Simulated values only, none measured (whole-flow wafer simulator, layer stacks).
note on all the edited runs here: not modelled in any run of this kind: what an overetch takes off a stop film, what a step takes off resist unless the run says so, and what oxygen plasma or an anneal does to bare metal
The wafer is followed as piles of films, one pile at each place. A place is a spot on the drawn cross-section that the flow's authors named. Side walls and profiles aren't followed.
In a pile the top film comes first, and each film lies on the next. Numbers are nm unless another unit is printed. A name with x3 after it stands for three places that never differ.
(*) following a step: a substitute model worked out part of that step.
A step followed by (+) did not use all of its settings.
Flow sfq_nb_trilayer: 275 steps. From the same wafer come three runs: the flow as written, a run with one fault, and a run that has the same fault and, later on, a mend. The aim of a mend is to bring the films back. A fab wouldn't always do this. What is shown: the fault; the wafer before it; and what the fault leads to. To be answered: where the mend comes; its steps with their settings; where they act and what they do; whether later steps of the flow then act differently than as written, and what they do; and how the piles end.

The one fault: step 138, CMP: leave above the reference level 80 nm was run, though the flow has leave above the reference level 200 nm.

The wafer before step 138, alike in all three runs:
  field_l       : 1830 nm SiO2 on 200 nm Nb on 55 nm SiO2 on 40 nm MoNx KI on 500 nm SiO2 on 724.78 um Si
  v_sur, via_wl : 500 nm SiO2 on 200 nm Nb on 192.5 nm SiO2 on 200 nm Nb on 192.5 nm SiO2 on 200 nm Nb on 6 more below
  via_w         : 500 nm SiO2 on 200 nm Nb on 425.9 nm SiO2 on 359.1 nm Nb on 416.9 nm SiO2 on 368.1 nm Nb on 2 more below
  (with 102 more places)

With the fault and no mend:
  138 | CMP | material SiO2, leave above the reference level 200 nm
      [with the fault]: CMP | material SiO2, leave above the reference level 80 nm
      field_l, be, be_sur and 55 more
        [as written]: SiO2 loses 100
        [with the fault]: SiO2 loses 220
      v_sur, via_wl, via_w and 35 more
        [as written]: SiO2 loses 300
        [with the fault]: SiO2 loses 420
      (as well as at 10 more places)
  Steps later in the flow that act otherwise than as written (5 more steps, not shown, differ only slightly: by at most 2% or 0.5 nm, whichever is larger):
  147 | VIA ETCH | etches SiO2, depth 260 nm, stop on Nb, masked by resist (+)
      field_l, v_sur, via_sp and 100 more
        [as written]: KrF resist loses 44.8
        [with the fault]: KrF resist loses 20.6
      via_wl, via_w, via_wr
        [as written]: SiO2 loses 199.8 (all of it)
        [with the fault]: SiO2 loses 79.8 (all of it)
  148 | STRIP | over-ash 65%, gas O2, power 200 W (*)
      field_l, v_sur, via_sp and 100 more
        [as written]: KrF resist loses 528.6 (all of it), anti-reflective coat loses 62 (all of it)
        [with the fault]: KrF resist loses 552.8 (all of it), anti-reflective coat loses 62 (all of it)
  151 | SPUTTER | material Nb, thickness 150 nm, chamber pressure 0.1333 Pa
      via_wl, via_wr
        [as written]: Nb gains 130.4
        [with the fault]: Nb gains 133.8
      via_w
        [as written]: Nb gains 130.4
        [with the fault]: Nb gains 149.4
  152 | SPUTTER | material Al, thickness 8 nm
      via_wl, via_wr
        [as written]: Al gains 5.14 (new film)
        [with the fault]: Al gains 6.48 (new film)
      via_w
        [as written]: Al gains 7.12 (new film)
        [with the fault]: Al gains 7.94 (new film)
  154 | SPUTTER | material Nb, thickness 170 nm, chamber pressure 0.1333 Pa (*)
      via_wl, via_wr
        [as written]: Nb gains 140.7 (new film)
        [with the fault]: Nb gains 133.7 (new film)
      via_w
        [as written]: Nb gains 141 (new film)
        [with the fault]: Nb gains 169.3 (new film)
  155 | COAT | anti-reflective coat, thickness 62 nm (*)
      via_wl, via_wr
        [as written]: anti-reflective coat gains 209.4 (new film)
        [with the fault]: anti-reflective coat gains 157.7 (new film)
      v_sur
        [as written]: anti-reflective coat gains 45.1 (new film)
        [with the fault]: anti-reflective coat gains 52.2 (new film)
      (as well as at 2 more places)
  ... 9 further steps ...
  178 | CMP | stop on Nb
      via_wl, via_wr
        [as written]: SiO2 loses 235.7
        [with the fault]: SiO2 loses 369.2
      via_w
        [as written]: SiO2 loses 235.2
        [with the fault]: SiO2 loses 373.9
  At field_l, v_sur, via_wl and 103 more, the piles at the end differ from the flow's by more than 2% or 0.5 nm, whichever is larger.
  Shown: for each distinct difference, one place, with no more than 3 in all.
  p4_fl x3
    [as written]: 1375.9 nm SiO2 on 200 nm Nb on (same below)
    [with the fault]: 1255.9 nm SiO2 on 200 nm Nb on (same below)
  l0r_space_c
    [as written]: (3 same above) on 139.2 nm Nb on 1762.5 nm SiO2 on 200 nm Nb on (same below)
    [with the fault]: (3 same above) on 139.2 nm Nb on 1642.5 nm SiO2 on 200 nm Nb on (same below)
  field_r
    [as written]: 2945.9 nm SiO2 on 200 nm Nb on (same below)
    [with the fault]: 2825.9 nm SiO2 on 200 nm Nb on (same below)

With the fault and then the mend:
  The mend follows step 139.
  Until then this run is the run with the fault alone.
  139a | PECVD | material SiO2, thickness 120 nm, 150 C, 26.67 s, RF power 183.3 W, pressure 2.4 Torr, precursor SiH4/N2O (the flow's step 137 again, with other settings)
      field_l, v_sur, via_wl and 103 more
        SiO2 gains 120
  Every later step of the flow that is run acts as written at every place that is followed.
  At every place that both follow, the piles at the end match the flow's.
